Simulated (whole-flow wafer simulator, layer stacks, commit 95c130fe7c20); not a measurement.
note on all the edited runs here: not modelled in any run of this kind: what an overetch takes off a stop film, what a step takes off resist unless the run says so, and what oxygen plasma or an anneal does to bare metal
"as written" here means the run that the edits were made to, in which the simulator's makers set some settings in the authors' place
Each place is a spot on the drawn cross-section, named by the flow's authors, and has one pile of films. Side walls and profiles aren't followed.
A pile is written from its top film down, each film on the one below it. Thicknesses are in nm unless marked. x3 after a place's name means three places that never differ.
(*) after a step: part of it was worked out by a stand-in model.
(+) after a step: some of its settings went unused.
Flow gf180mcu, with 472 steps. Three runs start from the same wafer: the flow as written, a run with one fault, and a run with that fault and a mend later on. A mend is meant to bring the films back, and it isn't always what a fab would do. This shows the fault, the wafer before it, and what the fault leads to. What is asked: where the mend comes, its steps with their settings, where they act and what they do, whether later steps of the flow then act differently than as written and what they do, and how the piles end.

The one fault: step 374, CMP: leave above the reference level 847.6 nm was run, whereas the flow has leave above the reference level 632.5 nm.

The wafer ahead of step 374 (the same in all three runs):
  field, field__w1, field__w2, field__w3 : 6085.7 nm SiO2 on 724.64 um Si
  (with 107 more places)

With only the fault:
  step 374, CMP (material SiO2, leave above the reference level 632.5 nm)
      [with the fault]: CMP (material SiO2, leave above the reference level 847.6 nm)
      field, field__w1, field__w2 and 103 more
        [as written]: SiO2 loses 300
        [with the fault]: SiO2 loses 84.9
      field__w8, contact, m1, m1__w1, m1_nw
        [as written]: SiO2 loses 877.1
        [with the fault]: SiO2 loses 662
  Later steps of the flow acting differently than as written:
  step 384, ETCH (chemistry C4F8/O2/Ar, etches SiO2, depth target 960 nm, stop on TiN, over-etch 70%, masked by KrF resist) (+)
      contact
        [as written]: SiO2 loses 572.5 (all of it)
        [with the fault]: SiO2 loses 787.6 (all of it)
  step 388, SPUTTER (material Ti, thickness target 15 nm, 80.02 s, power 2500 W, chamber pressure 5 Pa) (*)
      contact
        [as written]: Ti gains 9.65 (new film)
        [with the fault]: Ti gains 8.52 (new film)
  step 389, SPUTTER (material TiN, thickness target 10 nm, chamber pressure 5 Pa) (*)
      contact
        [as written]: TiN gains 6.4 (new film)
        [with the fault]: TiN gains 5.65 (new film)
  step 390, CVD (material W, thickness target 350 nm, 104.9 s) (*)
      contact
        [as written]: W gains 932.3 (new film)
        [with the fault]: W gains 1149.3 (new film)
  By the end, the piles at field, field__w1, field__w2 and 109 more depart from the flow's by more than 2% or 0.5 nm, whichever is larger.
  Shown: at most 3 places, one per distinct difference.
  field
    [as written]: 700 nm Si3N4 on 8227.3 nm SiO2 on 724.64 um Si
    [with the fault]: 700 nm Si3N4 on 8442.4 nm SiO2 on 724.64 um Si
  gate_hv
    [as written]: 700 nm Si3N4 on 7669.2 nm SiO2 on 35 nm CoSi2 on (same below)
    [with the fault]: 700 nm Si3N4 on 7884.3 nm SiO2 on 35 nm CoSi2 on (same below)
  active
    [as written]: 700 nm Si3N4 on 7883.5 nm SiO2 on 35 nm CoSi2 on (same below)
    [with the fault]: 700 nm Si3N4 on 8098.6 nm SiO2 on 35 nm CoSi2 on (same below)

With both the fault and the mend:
  The mend follows step 374.
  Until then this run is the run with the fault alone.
  step 374a, CMP (material SiO2, leave above the reference level 632.5 nm) (the flow's step 374, run once more)
      field, field__w1, field__w2 and 108 more
        SiO2 loses 215.1
  Later steps of the flow that are run all act as written at every place that is followed.
  At every place that both follow, the piles at the end match the flow's.
